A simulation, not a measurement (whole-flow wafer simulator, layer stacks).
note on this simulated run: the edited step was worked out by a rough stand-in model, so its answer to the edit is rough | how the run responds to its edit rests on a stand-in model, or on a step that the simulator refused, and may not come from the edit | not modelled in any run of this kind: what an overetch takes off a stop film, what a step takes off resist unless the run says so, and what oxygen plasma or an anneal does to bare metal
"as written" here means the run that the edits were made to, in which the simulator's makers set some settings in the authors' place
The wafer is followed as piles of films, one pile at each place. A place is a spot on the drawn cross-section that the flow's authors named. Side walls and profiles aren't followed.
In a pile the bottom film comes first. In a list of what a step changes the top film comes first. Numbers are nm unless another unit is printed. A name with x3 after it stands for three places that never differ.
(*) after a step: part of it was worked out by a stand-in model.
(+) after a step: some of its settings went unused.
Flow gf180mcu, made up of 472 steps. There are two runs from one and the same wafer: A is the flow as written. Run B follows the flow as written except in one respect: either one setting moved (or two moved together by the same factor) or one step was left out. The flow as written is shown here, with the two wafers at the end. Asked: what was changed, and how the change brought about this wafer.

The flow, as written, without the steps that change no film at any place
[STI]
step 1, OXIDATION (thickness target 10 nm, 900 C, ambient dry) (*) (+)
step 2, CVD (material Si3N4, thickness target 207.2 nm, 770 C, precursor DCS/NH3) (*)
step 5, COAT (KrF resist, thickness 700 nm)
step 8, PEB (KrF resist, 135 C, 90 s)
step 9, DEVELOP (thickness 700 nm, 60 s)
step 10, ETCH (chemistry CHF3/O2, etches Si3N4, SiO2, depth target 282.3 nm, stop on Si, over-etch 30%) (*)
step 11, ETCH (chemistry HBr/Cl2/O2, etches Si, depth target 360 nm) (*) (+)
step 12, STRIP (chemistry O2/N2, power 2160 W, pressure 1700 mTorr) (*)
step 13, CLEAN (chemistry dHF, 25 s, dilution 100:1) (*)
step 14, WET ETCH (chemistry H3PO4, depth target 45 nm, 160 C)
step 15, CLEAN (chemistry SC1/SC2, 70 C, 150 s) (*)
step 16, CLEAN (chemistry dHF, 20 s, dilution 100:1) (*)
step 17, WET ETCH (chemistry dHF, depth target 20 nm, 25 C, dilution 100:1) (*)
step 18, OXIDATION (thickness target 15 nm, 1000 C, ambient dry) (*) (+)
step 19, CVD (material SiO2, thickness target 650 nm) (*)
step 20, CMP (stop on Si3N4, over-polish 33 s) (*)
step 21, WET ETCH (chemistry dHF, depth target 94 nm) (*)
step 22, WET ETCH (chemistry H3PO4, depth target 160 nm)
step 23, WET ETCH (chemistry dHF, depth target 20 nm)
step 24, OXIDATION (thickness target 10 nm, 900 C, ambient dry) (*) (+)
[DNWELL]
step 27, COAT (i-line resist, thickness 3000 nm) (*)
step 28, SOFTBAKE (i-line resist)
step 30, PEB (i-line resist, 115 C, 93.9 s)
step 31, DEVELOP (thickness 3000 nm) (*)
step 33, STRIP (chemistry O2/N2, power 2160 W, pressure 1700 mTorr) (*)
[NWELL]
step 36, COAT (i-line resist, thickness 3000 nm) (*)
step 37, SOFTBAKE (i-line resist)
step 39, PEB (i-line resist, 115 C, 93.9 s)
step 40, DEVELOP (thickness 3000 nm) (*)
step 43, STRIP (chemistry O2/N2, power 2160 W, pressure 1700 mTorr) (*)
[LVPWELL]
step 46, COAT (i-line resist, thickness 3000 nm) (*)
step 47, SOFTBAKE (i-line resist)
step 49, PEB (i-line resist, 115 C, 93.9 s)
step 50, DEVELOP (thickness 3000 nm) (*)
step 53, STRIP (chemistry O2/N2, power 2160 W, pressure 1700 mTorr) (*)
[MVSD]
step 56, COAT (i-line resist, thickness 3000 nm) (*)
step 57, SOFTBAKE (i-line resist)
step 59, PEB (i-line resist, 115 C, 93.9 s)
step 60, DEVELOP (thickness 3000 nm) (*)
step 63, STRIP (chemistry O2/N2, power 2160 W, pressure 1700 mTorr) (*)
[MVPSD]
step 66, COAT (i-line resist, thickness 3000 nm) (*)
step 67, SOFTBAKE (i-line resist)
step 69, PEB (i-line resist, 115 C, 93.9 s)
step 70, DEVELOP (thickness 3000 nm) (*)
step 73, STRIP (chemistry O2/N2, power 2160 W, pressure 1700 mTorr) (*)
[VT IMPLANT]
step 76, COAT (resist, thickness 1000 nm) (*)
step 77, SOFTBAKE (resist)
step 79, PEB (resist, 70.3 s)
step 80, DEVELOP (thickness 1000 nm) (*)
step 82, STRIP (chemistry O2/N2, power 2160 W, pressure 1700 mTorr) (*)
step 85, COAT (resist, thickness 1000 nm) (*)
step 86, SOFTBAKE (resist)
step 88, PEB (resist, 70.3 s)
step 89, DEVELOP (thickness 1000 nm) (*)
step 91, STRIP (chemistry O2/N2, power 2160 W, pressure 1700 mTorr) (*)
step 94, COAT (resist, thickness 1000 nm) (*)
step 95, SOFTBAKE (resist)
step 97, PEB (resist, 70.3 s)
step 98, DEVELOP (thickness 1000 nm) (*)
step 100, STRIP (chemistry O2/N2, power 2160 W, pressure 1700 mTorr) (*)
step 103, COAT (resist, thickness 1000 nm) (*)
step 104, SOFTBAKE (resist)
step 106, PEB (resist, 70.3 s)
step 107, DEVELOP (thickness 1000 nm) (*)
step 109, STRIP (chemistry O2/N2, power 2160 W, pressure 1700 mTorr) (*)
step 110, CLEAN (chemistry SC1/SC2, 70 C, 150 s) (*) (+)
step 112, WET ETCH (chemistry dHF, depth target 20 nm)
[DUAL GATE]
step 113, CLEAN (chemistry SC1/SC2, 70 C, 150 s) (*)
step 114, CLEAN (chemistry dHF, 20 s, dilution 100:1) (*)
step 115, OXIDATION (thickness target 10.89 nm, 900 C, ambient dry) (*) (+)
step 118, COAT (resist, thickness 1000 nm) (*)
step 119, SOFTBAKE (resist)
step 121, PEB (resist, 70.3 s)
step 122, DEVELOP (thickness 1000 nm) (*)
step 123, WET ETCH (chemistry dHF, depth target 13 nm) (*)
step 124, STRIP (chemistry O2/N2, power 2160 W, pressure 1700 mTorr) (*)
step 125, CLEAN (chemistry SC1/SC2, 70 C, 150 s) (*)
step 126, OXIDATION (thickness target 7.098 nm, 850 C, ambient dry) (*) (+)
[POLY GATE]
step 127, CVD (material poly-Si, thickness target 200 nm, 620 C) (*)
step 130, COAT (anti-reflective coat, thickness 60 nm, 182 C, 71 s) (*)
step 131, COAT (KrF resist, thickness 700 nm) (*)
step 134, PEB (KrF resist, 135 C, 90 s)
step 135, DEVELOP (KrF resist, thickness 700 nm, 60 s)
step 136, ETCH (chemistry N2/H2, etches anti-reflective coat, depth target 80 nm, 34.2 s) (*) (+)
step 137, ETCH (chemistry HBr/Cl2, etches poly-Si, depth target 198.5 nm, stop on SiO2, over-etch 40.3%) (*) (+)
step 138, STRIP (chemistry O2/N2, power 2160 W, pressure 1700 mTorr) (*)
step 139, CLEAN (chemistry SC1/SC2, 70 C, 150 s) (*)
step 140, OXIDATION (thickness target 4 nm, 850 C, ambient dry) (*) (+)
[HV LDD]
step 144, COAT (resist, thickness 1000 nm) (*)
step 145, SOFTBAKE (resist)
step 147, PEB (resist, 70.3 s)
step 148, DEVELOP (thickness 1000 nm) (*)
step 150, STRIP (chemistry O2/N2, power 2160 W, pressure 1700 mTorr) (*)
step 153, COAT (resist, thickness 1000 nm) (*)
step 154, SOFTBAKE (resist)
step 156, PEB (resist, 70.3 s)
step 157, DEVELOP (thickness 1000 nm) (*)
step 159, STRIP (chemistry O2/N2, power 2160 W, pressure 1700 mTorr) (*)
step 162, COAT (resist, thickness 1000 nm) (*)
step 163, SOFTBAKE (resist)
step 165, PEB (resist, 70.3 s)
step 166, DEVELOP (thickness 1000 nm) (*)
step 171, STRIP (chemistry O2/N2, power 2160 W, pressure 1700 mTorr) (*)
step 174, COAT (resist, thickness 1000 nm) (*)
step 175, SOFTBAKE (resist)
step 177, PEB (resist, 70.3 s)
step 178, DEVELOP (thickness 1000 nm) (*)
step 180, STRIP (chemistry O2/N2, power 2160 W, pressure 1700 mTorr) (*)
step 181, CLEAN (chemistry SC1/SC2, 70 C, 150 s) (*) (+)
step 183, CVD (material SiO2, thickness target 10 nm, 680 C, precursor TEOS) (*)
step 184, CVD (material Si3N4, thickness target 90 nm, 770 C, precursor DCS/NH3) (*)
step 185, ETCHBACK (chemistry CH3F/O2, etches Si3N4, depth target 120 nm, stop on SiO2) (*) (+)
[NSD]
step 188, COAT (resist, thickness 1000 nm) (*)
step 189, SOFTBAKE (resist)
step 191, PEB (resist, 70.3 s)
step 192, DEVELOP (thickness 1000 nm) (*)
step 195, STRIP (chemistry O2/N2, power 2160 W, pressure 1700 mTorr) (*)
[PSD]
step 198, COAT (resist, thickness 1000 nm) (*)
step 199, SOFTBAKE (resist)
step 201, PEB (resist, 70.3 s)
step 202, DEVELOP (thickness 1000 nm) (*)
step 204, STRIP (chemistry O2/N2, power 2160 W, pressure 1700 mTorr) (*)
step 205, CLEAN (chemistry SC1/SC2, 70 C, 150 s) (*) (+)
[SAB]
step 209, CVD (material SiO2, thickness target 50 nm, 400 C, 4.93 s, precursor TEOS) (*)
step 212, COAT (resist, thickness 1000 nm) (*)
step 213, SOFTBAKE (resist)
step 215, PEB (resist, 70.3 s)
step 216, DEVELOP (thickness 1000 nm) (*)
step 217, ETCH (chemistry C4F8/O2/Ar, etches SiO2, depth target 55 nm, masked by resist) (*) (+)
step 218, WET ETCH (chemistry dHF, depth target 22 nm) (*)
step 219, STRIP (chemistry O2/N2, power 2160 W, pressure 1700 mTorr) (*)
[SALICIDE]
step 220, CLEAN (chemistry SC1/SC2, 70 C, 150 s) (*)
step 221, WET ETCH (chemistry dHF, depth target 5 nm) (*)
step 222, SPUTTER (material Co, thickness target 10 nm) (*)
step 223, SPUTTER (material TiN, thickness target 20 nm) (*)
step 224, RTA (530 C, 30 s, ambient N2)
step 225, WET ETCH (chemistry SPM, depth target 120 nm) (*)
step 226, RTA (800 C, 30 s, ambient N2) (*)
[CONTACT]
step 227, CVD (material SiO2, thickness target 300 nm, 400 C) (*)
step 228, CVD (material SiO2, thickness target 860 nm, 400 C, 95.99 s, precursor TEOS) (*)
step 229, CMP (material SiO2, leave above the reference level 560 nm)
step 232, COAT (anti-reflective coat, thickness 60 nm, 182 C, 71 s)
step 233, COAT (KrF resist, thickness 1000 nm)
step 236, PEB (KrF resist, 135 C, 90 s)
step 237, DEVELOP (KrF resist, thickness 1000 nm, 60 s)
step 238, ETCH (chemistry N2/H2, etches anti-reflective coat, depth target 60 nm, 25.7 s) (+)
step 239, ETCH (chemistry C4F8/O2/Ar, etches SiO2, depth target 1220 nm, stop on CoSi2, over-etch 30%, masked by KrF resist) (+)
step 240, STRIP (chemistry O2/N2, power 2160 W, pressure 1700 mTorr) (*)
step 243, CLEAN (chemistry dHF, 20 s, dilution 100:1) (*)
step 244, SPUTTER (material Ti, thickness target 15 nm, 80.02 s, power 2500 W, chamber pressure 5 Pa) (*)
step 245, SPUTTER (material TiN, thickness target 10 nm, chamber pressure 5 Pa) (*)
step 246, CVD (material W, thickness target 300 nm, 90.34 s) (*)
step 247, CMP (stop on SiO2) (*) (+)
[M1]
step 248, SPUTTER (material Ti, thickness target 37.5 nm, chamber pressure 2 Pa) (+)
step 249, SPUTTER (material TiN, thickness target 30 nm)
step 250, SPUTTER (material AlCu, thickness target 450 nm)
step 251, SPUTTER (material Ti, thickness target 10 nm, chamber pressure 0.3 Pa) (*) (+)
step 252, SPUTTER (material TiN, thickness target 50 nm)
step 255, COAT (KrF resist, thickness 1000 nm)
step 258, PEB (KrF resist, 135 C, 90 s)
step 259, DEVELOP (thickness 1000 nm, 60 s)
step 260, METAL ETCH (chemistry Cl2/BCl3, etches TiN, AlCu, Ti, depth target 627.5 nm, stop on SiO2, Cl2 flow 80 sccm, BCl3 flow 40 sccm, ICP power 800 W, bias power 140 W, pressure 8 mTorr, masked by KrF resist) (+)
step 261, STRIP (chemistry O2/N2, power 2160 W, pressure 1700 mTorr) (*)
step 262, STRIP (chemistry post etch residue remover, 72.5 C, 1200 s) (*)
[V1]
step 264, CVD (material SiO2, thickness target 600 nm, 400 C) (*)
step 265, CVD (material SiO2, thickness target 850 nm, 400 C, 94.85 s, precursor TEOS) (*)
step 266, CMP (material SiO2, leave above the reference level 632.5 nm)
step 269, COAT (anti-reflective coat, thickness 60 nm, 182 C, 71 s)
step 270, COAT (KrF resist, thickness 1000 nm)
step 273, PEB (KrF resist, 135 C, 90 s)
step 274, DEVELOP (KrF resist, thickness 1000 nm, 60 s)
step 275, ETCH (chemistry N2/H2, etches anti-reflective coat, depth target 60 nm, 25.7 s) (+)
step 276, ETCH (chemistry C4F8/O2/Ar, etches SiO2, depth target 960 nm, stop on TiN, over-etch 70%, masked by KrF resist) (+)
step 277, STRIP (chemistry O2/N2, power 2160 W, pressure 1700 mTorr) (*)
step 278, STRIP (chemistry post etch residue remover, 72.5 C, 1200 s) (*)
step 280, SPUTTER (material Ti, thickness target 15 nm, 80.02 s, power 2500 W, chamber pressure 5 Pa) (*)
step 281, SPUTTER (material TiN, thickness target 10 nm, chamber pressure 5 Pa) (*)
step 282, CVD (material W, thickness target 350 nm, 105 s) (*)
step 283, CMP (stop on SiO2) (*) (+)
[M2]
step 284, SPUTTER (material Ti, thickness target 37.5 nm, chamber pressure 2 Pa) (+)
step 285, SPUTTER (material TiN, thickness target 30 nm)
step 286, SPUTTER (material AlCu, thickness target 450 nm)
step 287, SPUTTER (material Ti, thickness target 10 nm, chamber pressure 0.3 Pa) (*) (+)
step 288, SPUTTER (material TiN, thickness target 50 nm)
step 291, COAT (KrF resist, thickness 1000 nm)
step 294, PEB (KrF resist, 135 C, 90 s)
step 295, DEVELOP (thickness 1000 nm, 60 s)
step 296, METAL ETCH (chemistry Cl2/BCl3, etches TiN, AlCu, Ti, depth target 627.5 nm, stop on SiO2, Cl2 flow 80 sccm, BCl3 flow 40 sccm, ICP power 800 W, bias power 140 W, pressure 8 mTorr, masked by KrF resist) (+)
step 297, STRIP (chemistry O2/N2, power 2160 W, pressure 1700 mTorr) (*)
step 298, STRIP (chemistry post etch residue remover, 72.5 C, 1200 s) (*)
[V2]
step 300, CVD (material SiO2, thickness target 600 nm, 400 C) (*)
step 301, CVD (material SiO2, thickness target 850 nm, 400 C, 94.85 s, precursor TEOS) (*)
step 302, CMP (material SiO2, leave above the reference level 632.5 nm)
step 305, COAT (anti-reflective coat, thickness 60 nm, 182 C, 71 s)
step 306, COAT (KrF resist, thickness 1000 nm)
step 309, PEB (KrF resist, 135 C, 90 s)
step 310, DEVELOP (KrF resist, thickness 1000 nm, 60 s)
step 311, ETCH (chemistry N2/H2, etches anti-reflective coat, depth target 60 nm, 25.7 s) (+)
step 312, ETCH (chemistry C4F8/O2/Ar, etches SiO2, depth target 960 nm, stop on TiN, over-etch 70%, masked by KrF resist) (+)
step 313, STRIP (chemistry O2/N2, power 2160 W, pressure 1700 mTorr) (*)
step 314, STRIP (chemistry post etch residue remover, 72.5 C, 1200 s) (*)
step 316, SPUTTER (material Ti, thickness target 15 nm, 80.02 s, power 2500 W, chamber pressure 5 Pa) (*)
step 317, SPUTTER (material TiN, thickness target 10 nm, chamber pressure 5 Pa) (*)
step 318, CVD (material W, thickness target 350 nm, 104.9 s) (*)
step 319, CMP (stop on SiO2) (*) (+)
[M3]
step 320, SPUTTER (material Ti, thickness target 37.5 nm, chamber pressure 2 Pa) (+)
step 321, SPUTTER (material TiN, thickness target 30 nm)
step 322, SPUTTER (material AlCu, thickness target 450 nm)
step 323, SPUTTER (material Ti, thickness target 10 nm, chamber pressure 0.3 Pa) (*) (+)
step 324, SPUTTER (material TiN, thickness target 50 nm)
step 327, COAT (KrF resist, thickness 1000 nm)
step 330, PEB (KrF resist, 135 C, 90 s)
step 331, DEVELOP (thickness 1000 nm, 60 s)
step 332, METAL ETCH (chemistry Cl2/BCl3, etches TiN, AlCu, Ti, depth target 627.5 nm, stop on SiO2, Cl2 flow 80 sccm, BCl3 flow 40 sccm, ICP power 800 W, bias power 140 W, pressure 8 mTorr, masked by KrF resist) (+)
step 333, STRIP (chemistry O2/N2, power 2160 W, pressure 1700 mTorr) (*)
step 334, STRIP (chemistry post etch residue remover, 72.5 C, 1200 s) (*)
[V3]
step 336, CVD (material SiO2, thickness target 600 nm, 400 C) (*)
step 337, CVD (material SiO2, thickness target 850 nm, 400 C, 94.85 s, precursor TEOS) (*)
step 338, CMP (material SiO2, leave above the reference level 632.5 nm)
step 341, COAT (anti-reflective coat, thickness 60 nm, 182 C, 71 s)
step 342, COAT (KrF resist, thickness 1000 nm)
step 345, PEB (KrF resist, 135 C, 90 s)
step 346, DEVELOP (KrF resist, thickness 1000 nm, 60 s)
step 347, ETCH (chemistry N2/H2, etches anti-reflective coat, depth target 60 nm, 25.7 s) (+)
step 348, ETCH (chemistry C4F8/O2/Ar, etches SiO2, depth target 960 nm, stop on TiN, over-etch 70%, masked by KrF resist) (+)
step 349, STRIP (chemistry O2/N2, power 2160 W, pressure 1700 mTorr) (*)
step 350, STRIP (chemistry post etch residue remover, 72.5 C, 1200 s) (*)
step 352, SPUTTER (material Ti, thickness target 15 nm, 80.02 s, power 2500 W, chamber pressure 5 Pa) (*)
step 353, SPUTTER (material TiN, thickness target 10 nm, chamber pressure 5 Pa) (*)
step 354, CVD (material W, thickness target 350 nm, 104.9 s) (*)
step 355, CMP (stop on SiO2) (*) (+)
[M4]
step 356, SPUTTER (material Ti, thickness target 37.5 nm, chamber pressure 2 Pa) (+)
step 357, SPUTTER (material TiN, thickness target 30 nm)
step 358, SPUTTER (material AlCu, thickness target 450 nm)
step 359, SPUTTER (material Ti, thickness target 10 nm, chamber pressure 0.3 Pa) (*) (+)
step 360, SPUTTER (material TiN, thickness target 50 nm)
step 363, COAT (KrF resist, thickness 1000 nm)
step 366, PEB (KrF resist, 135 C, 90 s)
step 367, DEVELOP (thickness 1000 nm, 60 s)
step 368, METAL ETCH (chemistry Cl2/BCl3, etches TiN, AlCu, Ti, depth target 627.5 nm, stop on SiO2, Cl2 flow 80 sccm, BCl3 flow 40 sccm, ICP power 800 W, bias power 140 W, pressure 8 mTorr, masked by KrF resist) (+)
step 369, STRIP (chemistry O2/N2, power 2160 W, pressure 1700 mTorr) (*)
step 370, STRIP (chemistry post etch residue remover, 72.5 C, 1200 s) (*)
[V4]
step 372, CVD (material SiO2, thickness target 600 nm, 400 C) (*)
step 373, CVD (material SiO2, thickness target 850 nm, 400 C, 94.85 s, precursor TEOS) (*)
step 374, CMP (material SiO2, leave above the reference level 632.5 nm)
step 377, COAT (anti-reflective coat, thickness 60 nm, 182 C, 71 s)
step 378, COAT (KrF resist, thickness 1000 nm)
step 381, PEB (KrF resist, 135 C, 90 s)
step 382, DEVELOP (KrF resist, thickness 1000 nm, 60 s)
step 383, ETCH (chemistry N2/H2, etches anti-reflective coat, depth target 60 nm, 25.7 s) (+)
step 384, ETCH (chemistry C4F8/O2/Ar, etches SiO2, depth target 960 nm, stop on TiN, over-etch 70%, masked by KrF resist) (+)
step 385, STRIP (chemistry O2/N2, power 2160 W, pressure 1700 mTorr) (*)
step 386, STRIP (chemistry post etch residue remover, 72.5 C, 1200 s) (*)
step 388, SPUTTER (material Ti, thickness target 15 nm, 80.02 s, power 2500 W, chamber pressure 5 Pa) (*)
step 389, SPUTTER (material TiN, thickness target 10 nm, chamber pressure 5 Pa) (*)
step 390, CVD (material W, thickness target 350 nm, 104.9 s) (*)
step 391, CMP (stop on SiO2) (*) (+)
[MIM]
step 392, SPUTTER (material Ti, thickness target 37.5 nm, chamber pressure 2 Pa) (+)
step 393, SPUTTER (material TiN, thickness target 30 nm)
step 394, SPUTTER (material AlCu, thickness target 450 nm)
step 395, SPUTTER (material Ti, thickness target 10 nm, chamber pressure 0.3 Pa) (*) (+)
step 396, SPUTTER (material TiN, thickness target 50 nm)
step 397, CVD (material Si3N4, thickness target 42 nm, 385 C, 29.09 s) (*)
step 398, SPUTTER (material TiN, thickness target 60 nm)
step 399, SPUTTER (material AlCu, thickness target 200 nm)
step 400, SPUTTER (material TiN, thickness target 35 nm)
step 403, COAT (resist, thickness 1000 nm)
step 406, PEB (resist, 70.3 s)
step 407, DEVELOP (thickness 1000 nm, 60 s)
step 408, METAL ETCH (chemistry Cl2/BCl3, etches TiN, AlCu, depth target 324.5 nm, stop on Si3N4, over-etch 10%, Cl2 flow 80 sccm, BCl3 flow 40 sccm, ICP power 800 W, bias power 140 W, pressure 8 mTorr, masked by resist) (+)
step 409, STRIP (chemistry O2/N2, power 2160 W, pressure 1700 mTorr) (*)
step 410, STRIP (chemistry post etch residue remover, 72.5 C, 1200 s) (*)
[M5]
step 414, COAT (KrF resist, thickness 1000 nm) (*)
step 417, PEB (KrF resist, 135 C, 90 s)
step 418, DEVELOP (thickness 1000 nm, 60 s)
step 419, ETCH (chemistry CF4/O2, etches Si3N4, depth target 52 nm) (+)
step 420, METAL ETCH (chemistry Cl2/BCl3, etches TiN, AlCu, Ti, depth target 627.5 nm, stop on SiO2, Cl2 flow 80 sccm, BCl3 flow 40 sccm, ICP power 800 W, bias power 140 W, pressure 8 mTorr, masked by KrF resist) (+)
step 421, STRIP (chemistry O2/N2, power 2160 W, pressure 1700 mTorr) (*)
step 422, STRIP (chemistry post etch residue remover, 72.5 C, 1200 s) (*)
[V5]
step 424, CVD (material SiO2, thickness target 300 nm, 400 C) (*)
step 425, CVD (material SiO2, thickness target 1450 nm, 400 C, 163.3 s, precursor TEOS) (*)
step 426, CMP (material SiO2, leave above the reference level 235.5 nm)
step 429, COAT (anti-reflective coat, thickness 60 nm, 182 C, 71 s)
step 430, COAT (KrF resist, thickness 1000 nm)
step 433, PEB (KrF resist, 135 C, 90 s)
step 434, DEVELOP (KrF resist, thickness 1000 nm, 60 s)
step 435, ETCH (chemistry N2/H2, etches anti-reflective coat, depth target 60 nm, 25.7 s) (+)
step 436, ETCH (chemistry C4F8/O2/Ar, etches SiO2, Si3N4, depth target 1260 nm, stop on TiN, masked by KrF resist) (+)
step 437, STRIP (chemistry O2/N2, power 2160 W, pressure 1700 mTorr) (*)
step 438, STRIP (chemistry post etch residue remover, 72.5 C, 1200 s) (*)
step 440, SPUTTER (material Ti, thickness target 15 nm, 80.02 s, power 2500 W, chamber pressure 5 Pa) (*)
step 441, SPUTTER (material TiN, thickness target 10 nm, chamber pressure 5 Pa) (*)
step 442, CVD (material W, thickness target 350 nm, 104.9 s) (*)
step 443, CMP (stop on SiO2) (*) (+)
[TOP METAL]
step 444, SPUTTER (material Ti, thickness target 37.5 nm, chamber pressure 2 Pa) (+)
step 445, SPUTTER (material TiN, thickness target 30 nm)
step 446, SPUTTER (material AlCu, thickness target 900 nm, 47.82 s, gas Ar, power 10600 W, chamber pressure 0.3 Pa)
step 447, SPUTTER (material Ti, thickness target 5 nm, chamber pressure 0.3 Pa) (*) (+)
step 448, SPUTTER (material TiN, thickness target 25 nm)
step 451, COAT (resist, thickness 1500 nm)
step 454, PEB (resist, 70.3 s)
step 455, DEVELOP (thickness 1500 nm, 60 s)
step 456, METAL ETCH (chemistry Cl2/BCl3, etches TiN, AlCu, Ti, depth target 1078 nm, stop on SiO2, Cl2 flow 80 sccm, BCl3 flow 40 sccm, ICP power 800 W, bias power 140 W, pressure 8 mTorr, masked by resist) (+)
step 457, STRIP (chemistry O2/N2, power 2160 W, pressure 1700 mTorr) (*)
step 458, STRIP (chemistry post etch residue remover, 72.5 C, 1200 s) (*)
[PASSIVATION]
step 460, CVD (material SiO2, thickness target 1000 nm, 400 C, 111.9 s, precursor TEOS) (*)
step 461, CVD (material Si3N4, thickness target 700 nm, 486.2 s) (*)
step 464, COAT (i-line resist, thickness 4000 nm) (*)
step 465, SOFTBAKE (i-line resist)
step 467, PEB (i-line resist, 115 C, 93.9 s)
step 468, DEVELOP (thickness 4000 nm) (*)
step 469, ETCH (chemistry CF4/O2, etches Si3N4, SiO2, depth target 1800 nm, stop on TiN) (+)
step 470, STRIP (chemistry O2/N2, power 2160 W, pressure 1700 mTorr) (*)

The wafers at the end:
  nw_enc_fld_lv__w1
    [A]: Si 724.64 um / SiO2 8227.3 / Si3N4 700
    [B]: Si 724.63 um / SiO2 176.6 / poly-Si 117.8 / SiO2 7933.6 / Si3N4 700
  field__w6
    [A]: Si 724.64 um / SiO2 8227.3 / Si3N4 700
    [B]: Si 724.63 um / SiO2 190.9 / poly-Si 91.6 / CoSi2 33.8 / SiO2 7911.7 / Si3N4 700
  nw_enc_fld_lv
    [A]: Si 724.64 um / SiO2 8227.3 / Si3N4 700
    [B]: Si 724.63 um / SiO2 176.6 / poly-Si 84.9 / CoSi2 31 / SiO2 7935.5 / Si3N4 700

Cause: step 19, CVD: thickness target 318 nm was run, though the flow has thickness target 650 nm.

The path from the change to this, step by step:
  step 19, CVD (material SiO2, thickness target 650 nm) (*)
      active, n_well, p_well and 40 more: A +650 SiO2 (new film) | B +318 SiO2 (new film)
      field, field_sub, sti and 23 more: A +650 SiO2 | B +318 SiO2
      (as well as at 11 more places)
  step 20, CMP (stop on Si3N4, over-polish 33 s) (*)
      sti, mim_1p0, pad and 11 more: A -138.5 SiO2 | B nothing
      nw_enc_fld, nw_enc_fld_lv: A -142.5 SiO2 | B nothing
      (as well as at 64 more places)
  step 24, OXIDATION (thickness target 10 nm, 900 C, ambient dry) (*) (+)
      sti, m1, mim_1p0 and 14 more: A +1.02 SiO2, -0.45 Si | B +1.64 SiO2, -0.72 Si
      field_sub, npoly_u, ppoly_u, ppoly_sal, m1_nw: A +1.03 SiO2, -0.45 Si | B +1.64 SiO2, -0.72 Si
      (as well as at 5 more places)
  step 27, COAT (i-line resist, thickness 3000 nm) (*)
      p_well, spacer, sd_n: A +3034 i-line resist (new film) | B +2852.1 i-line resist (new film)
      field: A +2988.2 i-line resist (new film) | B +3080.2 i-line resist (new film)
      (as well as at 59 more places)
  step 28, SOFTBAKE (i-line resist)
      field: A +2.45 i-line resist | B -10.9 i-line resist
      field_sub: A +1.87 i-line resist | B -7.09 i-line resist
      (as well as at 73 more places)
  step 30, PEB (i-line resist, 115 C, 93.9 s)
      active_nat, gate_nat, ld_sd_n and 6 more: A -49 i-line resist | B -47.3 i-line resist
      iso_ptap_sub, ldn_ch, ldn_acc and 6 more: A -49.2 i-line resist | B -46.9 i-line resist
      (as well as at 44 more places)
  step 31, DEVELOP (thickness 3000 nm) (*)
      field_sub__w2: A -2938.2 i-line resist (all of it) | B -3013.3 i-line resist (all of it)
      field_sub__w3: A -2938.3 i-line resist (all of it) | B -3018.4 i-line resist (all of it)
      (as well as at 16 more places)
  step 33, STRIP (chemistry O2/N2, power 2160 W, pressure 1700 mTorr) (*)
      p_well, spacer, sd_n: A -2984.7 i-line resist (all of it) | B -2805.8 i-line resist (all of it)
      iso_ntap_nw, vpnp_e: A -2984.6 i-line resist (all of it) | B -2812.5 i-line resist (all of it)
      (as well as at 39 more places)
  step 36, COAT (i-line resist, thickness 3000 nm) (*)
      p_well, spacer, sd_n: A +3034 i-line resist (new film) | B +2852.1 i-line resist (new film)
      field: A +2988.2 i-line resist (new film) | B +3080.2 i-line resist (new film)
      (as well as at 59 more places)
  step 37, SOFTBAKE (i-line resist)
      field: A +2.45 i-line resist | B -10.9 i-line resist
      field_sub: A +1.87 i-line resist | B -7.09 i-line resist
      (as well as at 73 more places)
  step 39, PEB (i-line resist, 115 C, 93.9 s)
      active_nat, gate_nat, ld_sd_n and 6 more: A -49 i-line resist | B -47.3 i-line resist
      iso_ptap_sub, ldn_ch, ldn_acc and 6 more: A -49.2 i-line resist | B -46.9 i-line resist
      (as well as at 44 more places)
  step 40, DEVELOP (thickness 3000 nm) (*)
      iso_ntap_nw, vpnp_e: A -2984.6 i-line resist (all of it) | B -2812.5 i-line resist (all of it)
      n_well: A -2973.2 i-line resist (all of it) | B -2861.4 i-line resist (all of it)
      (as well as at 13 more places)
  step 43, STRIP (chemistry O2/N2, power 2160 W, pressure 1700 mTorr) (*)
      p_well, spacer, sd_n: A -2984.7 i-line resist (all of it) | B -2805.8 i-line resist (all of it)
      field: A -2942.1 i-line resist (all of it) | B -3019.5 i-line resist (all of it)
      (as well as at 42 more places)
  step 46, COAT (i-line resist, thickness 3000 nm) (*)
      p_well, spacer, sd_n: A +3034 i-line resist (new film) | B +2852.1 i-line resist (new film)
      field: A +2988.2 i-line resist (new film) | B +3080.2 i-line resist (new film)
      (as well as at 59 more places)
  step 47, SOFTBAKE (i-line resist)
      field: A +2.45 i-line resist | B -10.9 i-line resist
      field_sub: A +1.87 i-line resist | B -7.09 i-line resist
      (as well as at 73 more places)
  step 49, PEB (i-line resist, 115 C, 93.9 s)
      active_nat, gate_nat, ld_sd_n and 6 more: A -49 i-line resist | B -47.3 i-line resist
      iso_ptap_sub, ldn_ch, ldn_acc and 6 more: A -49.2 i-line resist | B -46.9 i-line resist
      (as well as at 44 more places)
  ... another 95 steps ...
  step 246, CVD (material W, thickness target 300 nm, 90.34 s) (*)
      polyc_n, polyc_p: A +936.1 W (new film) | B +1128.6 W (new film)
Taking metal films that touch as one body, field__w6 has 1 body; the flow as written gives 0 bodies.
Taking metal films that touch as one body, nw_enc_fld_lv has 1 body; the flow as written gives 0 bodies.
